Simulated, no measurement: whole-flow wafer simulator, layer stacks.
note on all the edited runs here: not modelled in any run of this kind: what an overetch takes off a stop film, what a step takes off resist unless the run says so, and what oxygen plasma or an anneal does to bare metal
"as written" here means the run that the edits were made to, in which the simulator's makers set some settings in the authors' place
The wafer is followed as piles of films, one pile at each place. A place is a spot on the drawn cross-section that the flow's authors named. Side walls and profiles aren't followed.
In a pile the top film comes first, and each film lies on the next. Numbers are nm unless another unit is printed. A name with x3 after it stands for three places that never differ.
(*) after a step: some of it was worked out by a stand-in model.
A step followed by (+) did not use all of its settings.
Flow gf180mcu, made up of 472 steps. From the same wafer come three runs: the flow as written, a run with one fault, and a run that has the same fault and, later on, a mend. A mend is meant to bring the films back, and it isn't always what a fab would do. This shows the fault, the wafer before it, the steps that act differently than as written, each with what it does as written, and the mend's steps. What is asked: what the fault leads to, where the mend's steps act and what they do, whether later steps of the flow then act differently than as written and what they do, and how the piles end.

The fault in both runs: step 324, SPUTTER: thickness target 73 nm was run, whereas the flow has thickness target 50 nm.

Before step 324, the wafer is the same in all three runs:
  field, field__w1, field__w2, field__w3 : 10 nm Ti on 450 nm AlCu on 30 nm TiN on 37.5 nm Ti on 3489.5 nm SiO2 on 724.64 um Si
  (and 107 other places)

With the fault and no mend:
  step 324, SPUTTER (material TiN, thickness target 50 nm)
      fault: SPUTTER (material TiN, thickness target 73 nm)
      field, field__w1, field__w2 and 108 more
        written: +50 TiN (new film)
        fault: +73 TiN (new film)
  Steps later in the flow that act otherwise than as written (3 more steps, not shown, differ only slightly: by at most 2% or 0.5 nm, whichever is larger):
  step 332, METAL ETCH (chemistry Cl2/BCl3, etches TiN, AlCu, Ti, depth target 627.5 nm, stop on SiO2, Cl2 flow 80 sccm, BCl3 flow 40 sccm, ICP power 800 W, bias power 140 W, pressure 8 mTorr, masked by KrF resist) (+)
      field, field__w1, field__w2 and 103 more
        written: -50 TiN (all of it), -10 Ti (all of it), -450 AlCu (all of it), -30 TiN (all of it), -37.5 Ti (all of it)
        fault: -73 TiN (all of it), -10 Ti (all of it), -450 AlCu (all of it), -30 TiN (all of it), -37.5 Ti (all of it)
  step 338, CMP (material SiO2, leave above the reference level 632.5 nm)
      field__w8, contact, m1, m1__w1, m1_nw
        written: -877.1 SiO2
        fault: -900.1 SiO2
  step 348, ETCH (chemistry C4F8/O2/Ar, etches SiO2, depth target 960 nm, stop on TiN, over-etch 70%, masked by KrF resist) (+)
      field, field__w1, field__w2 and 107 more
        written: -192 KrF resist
        fault: -186.8 KrF resist
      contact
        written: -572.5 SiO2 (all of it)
        fault: -549.5 SiO2 (all of it)
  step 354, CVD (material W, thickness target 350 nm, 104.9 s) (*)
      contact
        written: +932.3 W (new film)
        fault: +909.1 W (new film)
  By the end, the piles at field__w8, contact, m1, m1__w1, m1_nw depart from the flow's by more than 2% or 0.5 nm, whichever is larger.
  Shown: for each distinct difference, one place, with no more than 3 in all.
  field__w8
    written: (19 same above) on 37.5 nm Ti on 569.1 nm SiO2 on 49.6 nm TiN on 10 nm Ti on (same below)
    fault: (19 same above) on 37.5 nm Ti on 546.1 nm SiO2 on 72.6 nm TiN on 10 nm Ti on (same below)
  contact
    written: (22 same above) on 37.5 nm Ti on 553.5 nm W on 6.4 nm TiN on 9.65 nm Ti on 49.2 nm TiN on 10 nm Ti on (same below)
    fault: (22 same above) on 37.5 nm Ti on 530.3 nm W on 6.49 nm TiN on 9.78 nm Ti on 72.2 nm TiN on 10 nm Ti on (same below)

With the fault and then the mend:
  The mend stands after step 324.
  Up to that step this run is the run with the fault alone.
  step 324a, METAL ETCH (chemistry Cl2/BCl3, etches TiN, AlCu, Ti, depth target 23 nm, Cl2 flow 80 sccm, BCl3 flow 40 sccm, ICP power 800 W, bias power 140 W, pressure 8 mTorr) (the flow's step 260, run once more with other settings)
      field, field__w1, field__w2 and 108 more
        -23 TiN
  None of the later steps of the flow acts differently than as written at any place that is followed.
  At every place that both follow, the piles at the end match the flow's.
